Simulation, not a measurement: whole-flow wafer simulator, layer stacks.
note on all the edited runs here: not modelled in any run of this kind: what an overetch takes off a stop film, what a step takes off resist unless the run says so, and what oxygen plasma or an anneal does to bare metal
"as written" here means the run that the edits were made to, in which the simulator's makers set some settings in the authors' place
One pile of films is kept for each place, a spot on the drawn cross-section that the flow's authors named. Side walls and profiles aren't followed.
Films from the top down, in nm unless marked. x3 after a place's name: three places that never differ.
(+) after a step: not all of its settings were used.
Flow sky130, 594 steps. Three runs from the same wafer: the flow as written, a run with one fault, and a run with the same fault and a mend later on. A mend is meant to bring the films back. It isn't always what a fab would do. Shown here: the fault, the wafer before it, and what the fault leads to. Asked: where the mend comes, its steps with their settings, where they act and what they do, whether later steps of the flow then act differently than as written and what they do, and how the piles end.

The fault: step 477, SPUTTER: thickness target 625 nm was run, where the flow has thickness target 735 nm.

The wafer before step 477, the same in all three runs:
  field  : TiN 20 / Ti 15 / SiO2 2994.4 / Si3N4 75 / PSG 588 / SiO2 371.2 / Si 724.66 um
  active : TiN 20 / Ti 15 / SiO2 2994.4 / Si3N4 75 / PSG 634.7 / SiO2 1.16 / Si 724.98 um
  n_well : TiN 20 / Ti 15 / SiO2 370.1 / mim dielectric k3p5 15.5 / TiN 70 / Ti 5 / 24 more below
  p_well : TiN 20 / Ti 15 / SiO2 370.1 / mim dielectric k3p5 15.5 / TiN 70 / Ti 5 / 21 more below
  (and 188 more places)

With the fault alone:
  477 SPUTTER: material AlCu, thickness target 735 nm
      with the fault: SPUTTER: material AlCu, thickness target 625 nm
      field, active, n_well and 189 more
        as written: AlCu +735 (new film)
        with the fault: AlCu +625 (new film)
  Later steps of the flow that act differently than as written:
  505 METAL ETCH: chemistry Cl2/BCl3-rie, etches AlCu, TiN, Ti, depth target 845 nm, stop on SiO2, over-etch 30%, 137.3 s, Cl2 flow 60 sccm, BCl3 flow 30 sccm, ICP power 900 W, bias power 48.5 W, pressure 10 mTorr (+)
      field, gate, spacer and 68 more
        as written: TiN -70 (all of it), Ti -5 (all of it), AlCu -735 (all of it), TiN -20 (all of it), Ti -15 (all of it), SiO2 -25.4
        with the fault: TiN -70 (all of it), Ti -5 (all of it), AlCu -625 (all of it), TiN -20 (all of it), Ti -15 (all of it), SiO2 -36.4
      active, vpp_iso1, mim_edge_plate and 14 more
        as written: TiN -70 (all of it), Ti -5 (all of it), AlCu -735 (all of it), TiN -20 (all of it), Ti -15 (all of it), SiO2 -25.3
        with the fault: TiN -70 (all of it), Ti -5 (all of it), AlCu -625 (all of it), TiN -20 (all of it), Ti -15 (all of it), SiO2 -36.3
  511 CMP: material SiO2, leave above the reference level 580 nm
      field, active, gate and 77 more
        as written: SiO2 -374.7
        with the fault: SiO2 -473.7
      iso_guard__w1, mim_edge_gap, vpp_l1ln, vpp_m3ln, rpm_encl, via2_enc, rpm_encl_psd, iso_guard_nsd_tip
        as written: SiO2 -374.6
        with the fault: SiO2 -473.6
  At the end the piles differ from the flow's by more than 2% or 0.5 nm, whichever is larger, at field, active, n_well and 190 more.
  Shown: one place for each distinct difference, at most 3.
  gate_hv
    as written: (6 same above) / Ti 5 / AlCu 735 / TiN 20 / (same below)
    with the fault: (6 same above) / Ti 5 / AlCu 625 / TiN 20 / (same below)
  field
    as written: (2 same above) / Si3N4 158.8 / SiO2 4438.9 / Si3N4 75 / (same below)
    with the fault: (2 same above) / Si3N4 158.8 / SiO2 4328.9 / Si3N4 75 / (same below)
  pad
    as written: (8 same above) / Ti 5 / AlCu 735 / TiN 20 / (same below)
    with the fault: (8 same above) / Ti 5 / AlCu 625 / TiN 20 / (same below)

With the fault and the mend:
  The mend comes after step 477.
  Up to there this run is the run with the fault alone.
  477a SPUTTER: material AlCu, thickness target 110 nm (the flow's step 477 once more, with other settings)
      field, active, n_well and 189 more
        AlCu +110
  No later step of the flow acts differently than as written at any place that is followed.
  At the end the piles are the same as the flow's at every place that both follow.
